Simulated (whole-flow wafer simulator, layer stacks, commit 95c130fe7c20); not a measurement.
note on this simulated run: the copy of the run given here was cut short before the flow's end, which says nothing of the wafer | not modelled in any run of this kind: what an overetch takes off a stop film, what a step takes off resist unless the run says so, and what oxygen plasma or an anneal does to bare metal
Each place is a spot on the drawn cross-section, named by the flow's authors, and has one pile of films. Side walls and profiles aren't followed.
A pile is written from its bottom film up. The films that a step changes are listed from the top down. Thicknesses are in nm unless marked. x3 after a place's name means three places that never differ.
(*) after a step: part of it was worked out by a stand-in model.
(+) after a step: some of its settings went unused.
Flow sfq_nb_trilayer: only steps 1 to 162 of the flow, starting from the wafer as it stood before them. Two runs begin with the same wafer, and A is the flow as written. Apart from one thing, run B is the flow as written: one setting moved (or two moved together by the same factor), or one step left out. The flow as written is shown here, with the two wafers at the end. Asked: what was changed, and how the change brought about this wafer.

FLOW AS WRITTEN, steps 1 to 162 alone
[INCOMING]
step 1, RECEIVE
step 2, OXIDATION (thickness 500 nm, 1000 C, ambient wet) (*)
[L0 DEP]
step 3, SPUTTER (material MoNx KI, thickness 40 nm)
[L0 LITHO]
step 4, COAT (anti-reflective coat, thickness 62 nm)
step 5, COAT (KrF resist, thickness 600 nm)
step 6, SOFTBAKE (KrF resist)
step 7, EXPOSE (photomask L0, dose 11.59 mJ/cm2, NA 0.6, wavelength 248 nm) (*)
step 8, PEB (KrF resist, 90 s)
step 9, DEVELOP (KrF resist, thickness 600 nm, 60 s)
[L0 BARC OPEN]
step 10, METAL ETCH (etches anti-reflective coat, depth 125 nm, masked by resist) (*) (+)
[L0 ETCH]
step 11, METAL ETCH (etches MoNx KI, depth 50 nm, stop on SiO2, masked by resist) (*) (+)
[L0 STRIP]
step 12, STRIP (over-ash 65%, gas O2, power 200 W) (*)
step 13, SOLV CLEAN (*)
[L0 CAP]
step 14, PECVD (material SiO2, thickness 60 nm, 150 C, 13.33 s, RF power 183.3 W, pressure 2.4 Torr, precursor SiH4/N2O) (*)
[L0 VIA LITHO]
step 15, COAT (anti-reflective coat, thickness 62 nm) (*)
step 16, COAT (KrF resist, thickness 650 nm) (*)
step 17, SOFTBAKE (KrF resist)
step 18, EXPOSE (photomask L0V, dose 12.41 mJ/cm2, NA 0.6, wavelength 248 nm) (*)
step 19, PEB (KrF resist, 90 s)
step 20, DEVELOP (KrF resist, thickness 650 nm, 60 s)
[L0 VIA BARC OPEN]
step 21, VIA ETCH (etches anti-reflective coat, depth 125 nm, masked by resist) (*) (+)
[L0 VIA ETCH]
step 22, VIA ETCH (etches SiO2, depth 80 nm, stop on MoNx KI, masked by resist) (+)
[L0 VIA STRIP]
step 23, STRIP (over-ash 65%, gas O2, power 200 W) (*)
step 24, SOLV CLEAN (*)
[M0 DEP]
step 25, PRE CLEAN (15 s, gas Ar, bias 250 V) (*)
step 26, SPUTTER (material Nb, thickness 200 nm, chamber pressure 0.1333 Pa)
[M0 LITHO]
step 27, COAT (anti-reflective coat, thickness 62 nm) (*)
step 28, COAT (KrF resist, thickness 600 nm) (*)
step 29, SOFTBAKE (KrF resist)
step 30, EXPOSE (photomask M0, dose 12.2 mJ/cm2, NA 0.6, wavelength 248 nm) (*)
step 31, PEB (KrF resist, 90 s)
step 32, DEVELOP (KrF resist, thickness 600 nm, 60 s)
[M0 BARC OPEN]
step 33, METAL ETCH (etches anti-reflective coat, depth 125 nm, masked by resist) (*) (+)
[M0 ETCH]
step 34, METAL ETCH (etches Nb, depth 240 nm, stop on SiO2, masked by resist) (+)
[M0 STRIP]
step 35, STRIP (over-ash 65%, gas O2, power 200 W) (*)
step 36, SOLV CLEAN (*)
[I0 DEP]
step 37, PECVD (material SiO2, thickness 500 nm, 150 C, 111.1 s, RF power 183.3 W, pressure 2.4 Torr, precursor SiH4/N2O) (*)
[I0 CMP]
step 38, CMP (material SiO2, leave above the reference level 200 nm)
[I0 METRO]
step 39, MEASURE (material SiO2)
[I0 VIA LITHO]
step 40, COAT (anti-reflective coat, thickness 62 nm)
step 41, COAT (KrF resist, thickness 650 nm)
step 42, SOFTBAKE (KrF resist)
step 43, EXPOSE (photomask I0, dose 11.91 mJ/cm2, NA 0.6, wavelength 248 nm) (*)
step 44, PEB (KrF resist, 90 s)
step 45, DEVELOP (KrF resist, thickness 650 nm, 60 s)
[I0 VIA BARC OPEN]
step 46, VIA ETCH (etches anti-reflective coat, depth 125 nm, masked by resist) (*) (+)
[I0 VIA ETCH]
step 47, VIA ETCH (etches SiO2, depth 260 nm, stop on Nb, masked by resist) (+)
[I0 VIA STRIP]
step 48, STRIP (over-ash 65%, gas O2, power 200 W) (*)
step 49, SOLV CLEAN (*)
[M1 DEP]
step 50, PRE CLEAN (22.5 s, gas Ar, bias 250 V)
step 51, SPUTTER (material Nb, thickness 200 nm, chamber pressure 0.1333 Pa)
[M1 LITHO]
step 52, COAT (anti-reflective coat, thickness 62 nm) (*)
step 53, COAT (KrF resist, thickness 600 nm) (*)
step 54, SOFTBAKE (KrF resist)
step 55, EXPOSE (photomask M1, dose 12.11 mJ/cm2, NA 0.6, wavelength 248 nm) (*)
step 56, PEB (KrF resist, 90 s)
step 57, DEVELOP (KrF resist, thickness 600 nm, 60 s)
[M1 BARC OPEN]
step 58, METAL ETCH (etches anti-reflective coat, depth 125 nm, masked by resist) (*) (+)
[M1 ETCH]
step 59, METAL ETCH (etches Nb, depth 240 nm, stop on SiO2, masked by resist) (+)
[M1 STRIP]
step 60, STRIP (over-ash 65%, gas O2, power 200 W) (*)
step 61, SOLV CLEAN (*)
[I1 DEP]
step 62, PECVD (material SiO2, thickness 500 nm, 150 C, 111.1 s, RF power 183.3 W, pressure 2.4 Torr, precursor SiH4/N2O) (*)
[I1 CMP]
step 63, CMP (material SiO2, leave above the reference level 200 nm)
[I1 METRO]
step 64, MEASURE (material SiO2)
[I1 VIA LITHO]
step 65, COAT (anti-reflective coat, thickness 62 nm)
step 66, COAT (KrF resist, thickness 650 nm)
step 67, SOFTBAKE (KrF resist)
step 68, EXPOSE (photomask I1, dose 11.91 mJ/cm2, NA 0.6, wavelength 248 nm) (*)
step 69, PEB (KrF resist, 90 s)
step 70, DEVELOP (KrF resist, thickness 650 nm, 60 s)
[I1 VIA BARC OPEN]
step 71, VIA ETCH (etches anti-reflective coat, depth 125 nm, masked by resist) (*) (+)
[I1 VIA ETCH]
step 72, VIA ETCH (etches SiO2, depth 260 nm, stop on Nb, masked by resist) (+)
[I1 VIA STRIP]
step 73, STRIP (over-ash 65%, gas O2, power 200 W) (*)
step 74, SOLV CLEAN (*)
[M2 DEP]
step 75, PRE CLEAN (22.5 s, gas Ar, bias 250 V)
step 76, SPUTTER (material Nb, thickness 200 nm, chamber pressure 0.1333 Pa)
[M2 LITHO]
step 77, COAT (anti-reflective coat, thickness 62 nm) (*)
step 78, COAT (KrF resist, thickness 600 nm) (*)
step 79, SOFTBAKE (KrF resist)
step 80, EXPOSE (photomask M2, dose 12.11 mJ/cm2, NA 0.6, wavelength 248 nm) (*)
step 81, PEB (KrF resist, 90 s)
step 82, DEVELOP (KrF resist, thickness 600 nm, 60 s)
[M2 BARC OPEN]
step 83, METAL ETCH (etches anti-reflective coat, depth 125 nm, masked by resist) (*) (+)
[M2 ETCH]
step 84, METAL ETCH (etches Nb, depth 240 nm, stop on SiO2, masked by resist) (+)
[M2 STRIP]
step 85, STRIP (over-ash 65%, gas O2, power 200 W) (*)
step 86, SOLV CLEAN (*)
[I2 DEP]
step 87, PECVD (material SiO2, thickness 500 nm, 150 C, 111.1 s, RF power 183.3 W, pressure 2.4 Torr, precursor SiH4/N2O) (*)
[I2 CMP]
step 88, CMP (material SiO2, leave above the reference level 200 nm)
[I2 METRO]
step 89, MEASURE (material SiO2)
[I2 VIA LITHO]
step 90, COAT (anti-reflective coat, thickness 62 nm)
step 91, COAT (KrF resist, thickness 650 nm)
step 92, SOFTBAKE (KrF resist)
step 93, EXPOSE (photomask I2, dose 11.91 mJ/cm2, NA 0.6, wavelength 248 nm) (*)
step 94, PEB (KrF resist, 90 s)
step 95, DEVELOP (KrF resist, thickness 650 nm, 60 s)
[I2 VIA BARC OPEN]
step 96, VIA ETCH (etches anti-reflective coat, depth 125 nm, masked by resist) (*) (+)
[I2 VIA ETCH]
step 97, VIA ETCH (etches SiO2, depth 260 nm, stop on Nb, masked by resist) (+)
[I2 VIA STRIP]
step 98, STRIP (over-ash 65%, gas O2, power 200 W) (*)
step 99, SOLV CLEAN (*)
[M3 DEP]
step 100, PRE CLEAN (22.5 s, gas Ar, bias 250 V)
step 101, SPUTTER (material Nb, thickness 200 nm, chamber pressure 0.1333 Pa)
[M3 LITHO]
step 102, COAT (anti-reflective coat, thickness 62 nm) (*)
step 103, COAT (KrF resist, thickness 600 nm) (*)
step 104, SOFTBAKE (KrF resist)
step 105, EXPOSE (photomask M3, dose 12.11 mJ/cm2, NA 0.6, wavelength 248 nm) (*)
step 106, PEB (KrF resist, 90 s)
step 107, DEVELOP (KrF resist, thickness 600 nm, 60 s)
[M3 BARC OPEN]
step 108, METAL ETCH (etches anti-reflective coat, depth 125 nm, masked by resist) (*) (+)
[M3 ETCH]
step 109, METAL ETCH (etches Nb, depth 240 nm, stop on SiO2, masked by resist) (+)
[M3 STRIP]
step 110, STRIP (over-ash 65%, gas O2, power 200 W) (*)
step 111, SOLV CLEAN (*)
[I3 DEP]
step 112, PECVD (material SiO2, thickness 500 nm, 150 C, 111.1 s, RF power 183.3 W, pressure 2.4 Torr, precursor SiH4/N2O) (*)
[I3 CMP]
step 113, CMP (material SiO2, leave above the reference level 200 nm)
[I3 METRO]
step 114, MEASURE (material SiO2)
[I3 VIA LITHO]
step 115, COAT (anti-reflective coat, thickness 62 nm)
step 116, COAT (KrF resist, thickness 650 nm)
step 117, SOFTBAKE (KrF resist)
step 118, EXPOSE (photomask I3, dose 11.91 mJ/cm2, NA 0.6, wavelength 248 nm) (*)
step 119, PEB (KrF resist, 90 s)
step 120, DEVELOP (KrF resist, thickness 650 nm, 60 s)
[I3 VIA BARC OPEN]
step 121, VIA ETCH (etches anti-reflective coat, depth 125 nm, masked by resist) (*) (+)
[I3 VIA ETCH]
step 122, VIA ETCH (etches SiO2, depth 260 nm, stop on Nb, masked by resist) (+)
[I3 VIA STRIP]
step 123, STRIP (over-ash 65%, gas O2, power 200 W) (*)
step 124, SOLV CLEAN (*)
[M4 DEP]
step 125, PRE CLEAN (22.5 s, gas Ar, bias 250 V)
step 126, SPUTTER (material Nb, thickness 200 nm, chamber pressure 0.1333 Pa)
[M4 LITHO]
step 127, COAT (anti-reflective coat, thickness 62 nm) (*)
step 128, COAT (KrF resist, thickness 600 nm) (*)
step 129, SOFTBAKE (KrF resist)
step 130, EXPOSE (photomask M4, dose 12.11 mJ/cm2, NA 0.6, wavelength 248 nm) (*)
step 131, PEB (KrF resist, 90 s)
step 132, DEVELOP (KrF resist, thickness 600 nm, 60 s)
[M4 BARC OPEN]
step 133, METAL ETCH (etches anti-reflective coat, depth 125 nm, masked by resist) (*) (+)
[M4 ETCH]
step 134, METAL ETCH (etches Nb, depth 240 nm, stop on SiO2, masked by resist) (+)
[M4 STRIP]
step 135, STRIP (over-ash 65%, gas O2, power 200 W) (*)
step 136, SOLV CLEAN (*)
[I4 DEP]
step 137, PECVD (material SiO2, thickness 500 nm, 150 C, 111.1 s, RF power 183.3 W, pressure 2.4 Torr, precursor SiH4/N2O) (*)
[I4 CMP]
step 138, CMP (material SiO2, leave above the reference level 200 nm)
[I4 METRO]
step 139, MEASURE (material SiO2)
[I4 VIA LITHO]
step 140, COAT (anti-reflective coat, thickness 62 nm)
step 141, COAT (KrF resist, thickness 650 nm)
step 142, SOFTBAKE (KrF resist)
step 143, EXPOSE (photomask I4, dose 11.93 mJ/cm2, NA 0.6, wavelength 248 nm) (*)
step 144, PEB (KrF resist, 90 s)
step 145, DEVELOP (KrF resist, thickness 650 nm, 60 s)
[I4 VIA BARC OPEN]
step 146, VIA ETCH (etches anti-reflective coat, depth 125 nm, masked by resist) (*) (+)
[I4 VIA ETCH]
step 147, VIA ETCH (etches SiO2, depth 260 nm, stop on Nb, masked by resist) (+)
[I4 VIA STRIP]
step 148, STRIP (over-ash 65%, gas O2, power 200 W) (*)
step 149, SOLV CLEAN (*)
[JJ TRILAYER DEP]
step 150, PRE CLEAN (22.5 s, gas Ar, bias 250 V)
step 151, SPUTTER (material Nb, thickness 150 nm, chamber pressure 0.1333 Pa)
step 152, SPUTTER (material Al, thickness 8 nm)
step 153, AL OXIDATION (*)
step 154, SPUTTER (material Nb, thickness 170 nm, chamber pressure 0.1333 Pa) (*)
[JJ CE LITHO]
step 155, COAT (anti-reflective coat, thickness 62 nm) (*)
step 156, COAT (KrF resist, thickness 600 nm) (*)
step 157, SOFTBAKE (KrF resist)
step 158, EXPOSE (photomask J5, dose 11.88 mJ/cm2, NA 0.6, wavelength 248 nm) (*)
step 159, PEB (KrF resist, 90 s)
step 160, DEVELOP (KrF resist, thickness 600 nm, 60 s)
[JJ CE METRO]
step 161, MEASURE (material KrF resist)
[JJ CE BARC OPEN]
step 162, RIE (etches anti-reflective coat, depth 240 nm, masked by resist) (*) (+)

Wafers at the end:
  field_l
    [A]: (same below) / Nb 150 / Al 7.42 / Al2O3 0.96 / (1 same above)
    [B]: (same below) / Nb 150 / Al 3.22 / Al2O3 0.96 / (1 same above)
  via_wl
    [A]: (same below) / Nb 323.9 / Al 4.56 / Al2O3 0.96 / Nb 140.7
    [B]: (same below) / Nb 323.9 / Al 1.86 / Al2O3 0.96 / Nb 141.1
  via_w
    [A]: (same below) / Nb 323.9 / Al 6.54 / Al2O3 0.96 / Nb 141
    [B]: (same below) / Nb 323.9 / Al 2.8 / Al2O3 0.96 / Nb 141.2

What caused this: step 152, SPUTTER: thickness 3.8 nm was run, though the flow has thickness 8 nm.

How this came from the change, step by step:
  step 152, SPUTTER (material Al, thickness 8 nm)
      field_l, v_sur, via_sp and 100 more: A +8 Al (new film) | B +3.8 Al (new film)
      via_wl, via_wr: A +5.14 Al (new film) | B +2.44 Al (new film)
      (as well as at 1 more place)
  step 155, COAT (anti-reflective coat, thickness 62 nm) (*)
      via_wl, via_wr: A +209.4 anti-reflective coat (new film) | B +203.6 anti-reflective coat (new film)
  step 162, RIE (etches anti-reflective coat, depth 240 nm, masked by resist) (*) (+)
      ce_l, c5j, ce_r, wl_jj: A -209.4 KrF resist | B -203.6 KrF resist
      via_wl, via_wr: A -209.4 anti-reflective coat (all of it) | B -203.6 anti-reflective coat (all of it)
